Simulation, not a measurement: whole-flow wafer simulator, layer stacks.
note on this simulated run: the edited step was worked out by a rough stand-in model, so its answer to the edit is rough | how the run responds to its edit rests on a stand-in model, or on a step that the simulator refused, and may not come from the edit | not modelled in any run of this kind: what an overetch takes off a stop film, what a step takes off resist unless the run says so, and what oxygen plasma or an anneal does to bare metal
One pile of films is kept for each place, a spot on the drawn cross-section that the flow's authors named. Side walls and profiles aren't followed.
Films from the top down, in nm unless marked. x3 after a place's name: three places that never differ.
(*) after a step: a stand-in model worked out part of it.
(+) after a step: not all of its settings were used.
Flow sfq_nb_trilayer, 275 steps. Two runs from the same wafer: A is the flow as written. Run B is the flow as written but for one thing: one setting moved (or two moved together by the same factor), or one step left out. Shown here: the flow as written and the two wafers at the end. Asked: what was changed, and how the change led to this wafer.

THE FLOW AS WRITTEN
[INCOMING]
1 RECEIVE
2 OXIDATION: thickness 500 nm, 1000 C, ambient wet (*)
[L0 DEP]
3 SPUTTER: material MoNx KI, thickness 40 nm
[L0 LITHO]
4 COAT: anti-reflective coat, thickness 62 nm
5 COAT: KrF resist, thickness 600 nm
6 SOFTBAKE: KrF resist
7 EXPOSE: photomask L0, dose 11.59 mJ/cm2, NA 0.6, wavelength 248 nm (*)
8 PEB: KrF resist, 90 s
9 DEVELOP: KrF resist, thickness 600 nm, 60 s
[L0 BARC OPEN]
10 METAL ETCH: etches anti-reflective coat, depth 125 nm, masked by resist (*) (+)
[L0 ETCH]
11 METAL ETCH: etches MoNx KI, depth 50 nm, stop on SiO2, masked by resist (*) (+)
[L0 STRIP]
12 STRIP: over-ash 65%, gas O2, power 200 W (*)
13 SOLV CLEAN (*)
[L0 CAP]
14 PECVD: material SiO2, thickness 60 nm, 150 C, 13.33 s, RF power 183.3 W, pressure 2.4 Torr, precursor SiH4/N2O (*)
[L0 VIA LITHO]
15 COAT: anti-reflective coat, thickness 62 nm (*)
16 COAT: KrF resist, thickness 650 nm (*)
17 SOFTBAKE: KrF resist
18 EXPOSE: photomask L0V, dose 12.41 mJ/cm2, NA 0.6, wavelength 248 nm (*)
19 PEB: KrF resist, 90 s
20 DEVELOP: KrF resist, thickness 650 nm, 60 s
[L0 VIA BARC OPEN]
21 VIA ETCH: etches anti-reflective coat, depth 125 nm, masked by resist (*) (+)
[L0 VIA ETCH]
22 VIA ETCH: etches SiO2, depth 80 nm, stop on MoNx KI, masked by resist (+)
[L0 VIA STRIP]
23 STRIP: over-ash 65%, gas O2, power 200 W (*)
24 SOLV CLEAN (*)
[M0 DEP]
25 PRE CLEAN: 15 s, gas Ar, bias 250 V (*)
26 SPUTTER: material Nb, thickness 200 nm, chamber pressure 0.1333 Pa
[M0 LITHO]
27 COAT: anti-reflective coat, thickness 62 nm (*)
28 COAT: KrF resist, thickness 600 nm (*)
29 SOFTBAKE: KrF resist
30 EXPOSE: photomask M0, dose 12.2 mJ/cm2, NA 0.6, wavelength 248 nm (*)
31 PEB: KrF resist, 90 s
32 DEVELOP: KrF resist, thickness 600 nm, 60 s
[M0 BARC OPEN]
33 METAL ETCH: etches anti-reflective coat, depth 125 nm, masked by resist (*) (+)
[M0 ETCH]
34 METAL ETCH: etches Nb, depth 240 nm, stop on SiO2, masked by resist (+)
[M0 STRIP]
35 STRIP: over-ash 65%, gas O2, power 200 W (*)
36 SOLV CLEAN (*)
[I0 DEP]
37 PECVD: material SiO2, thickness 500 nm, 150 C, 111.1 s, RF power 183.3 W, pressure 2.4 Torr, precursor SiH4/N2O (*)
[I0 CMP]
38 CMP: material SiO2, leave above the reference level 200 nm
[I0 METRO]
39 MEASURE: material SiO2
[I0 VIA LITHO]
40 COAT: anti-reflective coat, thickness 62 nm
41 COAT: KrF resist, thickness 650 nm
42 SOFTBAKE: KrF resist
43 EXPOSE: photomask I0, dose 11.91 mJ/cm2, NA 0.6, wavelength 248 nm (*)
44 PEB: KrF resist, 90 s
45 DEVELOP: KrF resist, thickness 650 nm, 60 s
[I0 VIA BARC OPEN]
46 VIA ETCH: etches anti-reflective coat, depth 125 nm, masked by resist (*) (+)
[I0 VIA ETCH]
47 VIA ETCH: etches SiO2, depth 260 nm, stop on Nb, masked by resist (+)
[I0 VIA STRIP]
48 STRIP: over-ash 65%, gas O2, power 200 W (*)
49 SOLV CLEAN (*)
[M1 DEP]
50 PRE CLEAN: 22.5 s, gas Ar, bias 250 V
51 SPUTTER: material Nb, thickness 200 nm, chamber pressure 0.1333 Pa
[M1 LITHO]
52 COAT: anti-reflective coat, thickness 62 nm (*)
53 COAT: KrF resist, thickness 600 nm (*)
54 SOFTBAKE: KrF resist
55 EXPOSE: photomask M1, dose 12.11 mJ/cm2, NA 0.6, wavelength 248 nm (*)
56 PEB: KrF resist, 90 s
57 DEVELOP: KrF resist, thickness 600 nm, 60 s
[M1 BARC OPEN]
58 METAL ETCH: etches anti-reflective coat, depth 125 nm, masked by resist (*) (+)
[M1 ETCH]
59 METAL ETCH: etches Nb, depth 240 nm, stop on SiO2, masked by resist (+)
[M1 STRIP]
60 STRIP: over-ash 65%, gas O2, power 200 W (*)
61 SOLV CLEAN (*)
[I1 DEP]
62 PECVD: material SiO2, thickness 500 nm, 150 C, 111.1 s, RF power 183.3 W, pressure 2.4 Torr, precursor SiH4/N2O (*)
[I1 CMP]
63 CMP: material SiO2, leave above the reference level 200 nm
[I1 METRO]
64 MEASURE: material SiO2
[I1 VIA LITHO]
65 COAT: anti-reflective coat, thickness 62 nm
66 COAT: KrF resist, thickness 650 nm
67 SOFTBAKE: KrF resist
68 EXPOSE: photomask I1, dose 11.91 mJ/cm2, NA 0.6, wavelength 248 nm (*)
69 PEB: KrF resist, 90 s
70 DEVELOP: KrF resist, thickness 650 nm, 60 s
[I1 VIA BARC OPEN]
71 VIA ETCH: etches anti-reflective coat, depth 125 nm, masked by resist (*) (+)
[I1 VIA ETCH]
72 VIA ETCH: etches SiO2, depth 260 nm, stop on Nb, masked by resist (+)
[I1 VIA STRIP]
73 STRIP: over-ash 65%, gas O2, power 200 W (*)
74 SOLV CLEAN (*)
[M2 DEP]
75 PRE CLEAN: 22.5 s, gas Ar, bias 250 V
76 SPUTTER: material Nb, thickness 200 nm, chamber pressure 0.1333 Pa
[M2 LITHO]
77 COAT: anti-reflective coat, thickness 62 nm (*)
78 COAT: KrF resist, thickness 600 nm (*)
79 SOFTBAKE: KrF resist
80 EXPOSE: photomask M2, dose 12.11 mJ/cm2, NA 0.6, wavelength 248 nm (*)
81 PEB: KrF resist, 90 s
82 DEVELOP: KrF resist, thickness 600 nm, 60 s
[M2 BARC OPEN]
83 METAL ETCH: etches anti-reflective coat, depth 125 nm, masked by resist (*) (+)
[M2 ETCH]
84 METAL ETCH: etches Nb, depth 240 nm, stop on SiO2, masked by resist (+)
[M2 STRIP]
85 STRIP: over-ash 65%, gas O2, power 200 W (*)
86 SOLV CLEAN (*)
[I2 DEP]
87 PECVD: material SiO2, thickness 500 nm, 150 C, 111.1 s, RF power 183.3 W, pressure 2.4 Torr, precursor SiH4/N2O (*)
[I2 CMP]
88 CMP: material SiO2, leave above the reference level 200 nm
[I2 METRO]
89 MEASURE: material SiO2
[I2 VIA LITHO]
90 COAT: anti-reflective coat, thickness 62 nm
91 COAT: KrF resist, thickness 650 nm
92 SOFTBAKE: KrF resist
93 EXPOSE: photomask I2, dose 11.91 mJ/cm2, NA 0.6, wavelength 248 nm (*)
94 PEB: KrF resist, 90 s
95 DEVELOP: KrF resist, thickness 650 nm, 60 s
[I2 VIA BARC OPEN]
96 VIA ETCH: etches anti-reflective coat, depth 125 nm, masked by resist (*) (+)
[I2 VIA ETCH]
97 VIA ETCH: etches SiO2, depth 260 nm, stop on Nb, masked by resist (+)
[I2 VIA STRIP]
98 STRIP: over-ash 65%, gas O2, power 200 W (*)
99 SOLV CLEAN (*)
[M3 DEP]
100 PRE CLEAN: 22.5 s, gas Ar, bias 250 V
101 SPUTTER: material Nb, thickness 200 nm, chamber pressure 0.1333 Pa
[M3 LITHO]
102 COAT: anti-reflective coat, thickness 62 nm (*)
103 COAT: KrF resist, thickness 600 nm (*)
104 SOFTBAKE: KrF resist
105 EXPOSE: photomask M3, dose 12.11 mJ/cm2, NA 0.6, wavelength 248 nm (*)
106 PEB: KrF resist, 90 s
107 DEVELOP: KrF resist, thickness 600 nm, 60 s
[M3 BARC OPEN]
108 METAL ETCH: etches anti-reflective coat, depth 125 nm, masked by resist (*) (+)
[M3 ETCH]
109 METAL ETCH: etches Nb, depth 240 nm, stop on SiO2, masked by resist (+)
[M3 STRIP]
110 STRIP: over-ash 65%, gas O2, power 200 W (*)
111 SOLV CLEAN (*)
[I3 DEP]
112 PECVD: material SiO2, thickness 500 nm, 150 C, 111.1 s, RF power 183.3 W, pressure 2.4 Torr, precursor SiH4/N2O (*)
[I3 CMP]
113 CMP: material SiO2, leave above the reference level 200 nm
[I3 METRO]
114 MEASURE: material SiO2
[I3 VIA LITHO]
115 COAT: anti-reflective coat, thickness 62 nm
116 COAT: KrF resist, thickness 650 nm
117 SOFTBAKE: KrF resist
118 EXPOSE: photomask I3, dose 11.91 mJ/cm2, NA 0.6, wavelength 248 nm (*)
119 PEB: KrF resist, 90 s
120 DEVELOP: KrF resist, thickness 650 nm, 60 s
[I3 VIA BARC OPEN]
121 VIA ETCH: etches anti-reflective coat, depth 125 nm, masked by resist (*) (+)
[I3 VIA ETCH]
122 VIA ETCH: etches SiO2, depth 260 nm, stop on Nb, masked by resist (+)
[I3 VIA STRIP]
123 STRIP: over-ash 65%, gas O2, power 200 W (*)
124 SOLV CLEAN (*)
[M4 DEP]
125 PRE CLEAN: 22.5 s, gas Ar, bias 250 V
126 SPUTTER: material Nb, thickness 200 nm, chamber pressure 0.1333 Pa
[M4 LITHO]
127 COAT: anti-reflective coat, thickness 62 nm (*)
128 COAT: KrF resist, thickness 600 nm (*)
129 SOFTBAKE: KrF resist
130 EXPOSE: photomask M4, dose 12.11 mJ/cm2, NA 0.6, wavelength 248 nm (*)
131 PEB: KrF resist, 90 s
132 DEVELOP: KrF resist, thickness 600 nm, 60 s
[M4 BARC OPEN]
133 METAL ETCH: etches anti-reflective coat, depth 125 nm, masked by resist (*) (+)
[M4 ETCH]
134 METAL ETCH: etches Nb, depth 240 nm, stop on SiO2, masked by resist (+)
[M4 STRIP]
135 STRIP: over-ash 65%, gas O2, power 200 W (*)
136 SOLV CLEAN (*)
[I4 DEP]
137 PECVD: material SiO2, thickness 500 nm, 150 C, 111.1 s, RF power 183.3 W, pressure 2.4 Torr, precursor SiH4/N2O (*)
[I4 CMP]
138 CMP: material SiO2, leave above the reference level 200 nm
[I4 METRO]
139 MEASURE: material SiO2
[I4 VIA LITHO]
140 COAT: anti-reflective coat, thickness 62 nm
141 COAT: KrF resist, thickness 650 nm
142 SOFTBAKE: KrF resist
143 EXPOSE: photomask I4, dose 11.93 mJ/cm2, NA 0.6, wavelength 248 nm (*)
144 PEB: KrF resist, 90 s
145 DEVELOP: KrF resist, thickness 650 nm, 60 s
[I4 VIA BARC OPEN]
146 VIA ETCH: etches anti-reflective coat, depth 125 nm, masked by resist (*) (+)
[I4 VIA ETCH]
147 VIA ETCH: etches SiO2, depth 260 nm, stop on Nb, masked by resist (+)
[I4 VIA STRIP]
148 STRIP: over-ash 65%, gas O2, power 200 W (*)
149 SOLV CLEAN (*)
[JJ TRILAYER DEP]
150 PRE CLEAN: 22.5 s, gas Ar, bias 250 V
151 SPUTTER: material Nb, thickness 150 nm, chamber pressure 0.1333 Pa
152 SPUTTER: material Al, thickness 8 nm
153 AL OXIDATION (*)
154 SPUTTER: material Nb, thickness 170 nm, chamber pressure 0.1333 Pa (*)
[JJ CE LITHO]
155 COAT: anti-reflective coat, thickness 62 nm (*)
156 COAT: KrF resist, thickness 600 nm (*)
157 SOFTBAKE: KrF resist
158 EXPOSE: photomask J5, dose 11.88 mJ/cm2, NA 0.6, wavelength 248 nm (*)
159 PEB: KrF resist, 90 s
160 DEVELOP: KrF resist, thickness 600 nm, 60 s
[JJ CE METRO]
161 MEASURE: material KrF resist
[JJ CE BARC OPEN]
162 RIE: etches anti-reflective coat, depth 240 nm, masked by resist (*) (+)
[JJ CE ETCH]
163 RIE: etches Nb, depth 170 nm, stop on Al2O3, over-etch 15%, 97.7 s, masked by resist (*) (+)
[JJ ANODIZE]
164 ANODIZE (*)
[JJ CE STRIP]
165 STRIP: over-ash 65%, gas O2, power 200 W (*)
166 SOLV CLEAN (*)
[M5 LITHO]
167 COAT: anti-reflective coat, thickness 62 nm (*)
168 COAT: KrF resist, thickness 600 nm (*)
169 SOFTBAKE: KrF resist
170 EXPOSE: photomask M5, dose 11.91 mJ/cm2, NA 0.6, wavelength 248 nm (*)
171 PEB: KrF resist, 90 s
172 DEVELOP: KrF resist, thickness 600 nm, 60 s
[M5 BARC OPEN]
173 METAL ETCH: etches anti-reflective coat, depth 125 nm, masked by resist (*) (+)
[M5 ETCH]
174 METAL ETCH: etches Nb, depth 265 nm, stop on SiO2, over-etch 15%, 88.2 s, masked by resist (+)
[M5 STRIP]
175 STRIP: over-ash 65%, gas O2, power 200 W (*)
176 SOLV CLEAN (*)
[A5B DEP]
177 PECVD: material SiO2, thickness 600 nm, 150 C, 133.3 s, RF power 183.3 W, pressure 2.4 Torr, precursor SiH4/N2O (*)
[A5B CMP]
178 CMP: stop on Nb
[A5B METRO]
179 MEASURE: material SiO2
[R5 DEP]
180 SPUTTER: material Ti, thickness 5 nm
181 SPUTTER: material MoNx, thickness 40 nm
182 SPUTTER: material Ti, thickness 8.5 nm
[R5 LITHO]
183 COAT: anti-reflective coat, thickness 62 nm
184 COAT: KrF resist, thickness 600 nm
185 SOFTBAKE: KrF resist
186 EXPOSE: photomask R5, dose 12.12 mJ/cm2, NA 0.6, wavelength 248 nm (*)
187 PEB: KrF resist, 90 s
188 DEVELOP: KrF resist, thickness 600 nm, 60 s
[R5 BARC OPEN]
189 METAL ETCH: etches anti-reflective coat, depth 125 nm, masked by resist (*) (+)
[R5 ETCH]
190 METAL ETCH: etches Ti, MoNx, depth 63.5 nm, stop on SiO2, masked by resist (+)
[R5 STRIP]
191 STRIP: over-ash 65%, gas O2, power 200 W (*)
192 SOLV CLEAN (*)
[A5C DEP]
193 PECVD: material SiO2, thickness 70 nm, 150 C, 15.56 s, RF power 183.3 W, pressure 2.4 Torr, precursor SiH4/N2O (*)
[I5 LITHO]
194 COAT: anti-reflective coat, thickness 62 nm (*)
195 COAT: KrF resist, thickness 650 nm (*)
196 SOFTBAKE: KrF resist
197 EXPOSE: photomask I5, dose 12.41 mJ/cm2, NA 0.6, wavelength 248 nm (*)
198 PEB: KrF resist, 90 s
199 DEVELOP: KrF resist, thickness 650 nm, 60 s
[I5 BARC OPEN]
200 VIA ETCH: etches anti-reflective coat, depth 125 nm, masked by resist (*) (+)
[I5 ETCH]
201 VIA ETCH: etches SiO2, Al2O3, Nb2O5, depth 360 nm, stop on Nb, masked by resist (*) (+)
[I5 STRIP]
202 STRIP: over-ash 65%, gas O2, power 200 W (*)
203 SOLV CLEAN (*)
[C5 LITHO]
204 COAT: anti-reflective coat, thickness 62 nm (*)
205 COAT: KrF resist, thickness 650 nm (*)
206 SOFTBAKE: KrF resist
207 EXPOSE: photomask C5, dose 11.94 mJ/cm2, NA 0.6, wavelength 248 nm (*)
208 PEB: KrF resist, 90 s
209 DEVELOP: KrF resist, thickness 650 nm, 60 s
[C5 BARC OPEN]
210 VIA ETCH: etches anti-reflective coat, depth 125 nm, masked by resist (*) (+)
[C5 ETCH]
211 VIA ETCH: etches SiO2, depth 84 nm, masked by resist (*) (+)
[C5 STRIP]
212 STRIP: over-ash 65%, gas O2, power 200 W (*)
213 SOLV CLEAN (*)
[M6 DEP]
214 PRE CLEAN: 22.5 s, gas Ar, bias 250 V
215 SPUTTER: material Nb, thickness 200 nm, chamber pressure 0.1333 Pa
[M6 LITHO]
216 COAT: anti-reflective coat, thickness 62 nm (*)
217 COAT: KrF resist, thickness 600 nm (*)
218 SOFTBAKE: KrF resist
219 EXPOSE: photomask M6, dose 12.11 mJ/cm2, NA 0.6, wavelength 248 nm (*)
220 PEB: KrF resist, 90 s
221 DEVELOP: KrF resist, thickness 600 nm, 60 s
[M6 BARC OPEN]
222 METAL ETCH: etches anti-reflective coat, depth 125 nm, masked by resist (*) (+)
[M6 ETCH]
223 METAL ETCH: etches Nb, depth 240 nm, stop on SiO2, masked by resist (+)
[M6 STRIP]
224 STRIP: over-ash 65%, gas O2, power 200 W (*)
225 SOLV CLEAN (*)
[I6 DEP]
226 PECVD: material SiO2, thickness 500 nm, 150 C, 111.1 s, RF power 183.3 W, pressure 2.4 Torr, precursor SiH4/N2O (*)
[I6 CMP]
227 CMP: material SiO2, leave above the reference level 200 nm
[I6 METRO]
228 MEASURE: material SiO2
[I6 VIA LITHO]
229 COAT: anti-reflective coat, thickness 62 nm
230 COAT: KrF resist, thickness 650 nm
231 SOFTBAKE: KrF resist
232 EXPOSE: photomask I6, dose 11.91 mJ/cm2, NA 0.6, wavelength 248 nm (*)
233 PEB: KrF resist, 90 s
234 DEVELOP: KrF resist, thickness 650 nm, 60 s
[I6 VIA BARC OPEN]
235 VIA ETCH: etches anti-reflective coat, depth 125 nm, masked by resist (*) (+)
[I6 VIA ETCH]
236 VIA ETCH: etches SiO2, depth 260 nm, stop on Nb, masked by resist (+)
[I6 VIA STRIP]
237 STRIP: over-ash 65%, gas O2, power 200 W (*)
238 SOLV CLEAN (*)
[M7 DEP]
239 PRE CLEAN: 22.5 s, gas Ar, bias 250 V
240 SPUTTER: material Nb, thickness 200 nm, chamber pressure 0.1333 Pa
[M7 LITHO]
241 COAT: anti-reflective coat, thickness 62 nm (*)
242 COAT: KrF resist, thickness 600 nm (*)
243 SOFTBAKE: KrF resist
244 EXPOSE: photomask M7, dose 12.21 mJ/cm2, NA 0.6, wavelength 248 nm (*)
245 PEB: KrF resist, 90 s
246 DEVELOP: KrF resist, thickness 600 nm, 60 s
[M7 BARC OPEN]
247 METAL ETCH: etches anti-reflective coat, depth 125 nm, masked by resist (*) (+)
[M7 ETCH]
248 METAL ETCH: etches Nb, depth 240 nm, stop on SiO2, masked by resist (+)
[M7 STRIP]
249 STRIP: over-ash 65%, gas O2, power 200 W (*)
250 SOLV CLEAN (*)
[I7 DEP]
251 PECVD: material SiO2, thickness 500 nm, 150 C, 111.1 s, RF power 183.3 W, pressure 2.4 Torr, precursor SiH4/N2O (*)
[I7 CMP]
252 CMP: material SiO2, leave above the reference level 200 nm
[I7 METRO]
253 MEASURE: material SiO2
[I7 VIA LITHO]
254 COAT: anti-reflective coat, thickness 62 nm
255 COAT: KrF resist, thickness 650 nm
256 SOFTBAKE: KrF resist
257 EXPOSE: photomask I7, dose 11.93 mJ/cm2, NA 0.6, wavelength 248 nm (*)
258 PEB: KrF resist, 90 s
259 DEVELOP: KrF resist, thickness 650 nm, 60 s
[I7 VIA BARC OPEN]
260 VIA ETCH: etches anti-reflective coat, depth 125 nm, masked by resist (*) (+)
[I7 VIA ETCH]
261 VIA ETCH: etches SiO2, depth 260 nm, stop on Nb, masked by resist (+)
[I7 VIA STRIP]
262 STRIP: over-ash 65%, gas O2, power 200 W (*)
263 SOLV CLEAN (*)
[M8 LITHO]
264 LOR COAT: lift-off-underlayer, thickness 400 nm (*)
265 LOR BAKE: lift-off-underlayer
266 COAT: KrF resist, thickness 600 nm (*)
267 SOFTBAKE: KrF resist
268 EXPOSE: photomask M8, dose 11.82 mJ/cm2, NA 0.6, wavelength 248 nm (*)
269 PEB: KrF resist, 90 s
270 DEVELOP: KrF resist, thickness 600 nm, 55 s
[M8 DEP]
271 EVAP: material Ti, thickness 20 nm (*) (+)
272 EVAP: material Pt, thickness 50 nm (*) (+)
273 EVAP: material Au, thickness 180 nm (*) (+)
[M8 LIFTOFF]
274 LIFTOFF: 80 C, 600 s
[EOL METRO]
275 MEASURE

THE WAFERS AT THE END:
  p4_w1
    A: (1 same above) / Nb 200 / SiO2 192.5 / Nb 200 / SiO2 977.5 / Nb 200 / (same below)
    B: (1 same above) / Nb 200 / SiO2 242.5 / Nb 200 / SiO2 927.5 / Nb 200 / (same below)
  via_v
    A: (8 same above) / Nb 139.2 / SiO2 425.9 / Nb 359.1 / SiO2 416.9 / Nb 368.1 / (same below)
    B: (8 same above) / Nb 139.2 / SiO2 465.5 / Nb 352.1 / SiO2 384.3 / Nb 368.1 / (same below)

The cause: step 87, PECVD: thickness 350 nm was run, where the flow has thickness 500 nm; step 87, PECVD: 77.78 s was run, where the flow has 111.1 s.

How the change led to this, step by step:
  87 PECVD: material SiO2, thickness 500 nm, 150 C, 111.1 s, RF power 183.3 W, pressure 2.4 Torr, precursor SiH4/N2O (*)
      field_l, be, be_sur and 81 more: A SiO2 +500 | B SiO2 +350
      v_sur, via_wl, via_w and 18 more: A SiO2 +500 (new film) | B SiO2 +350 (new film)
      (and at 1 more place)
  88 CMP: material SiO2, leave above the reference level 200 nm
      field_l, be, be_sur and 81 more: A SiO2 -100 | B nothing
      via_v: A SiO2 -181.6 | B nothing
      (and at 21 more places)
  90 COAT: anti-reflective coat, thickness 62 nm
      m0r_line_l, m0r_line_r, m5r_line_l, m5r_line_r, m6r_line_l, m6r_line_r, m7r_line_l, m7r_line_r: A anti-reflective coat +62 (new film) | B anti-reflective coat +63.4 (new film)
      wl_j_sr, wl_a_sl, wl_b_sr: A anti-reflective coat +62 (new film) | B anti-reflective coat +60.7 (new film)
      (and at 52 more places)
  91 COAT: KrF resist, thickness 650 nm
      v_sur: A KrF resist +650 (new film) | B KrF resist +632.2 (new film)
      via_wl: A KrF resist +650 (new film) | B KrF resist +629.7 (new film)
      (and at 10 more places)
  95 DEVELOP: KrF resist, thickness 650 nm, 60 s
      via_w: A KrF resist -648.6 (all of it) | B KrF resist -631.1 (all of it)
  96 VIA ETCH: etches anti-reflective coat, depth 125 nm, masked by resist (*) (+)
      field_l, v_sur, via_wl and 102 more: A KrF resist -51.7 | B KrF resist -48.3
      via_w: A anti-reflective coat -62 (all of it), SiO2 -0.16 | B anti-reflective coat -58 (all of it), SiO2 -0.15
  98 STRIP: over-ash 65%, gas O2, power 200 W (*)
      m0r_line_l, m6r_line_l, m7r_line_l: A KrF resist -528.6 (all of it), anti-reflective coat -62 (all of it) | B KrF resist -541.2 (all of it), anti-reflective coat -63.4 (all of it)
      m0r_space_l, m6r_space_l, m7r_space_l: A KrF resist -528.6 (all of it), anti-reflective coat -62 (all of it) | B KrF resist -537.5 (all of it), anti-reflective coat -69 (all of it)
      (and at 57 more places)
  102 COAT: anti-reflective coat, thickness 62 nm (*)
      wl_a_m6, wl_a_sr, wl_b_sl, wl_b_m5, wl_b_sr: A anti-reflective coat +62 (new film) | B anti-reflective coat +60.7 (new film)
      m0r_space_l, m6r_space_l, m7r_space_l: A anti-reflective coat +62 (new film) | B anti-reflective coat +68.1 (new film)
      (and at 49 more places)
  103 COAT: KrF resist, thickness 600 nm (*)
      v_sur: A KrF resist +582.9 (new film) | B KrF resist +565.1 (new film)
      via_wl: A KrF resist +601.8 (new film) | B KrF resist +579.3 (new film)
      (and at 10 more places)
  107 DEVELOP: KrF resist, thickness 600 nm, 60 s
      wl_d_sl: A KrF resist -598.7 (all of it) | B KrF resist -615.4 (all of it)
      wl_d_m1: A KrF resist -598.7 (all of it) | B KrF resist -616.8 (all of it)
      (and at 5 more places)
  108 METAL ETCH: etches anti-reflective coat, depth 125 nm, masked by resist (*) (+)
      m0r_space_l, m6r_space_l, m7r_space_l: A anti-reflective coat -62 (all of it) | B anti-reflective coat -68.1 (all of it)
      m0r_space_r, m6r_space_r, m7r_space_r: A anti-reflective coat -62 (all of it) | B anti-reflective coat -67.9 (all of it)
      (and at 29 more places)
  110 STRIP: over-ash 65%, gas O2, power 200 W (*)
      wl_a_sr, wl_b_sl: A KrF resist -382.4 (all of it), anti-reflective coat -62 (all of it) | B KrF resist -376.3 (all of it), anti-reflective coat -60.7 (all of it)
      v_sur: A KrF resist -365.3 (all of it), anti-reflective coat -61.1 (all of it) | B KrF resist -346.5 (all of it), anti-reflective coat -50.9 (all of it)
      (and at 19 more places)
  113 CMP: material SiO2, leave above the reference level 200 nm
      field_l, be, be_sur and 64 more: A SiO2 -100 | B SiO2 -50
      p4_w1, p4_w2, p4_w3 and 6 more: A SiO2 -300 | B SiO2 -250
      (and at 9 more places)
  122 VIA ETCH: etches SiO2, depth 260 nm, stop on Nb, masked by resist (+)
      via_v: A SiO2 -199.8 (all of it) | B SiO2 -232.5 (all of it)
  126 SPUTTER: material Nb, thickness 200 nm, chamber pressure 0.1333 Pa
      via_v: A Nb +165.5 | B Nb +158.6
  127 COAT: anti-reflective coat, thickness 62 nm (*)
      via_v: A anti-reflective coat +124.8 (new film) | B anti-reflective coat +131.8 (new film)
  ... 2 more steps ...
  137 PECVD: material SiO2, thickness 500 nm, 150 C, 111.1 s, RF power 183.3 W, pressure 2.4 Torr, precursor SiH4/N2O (*)
      via_v: A SiO2 +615 (new film) | B SiO2 +654.7 (new film)
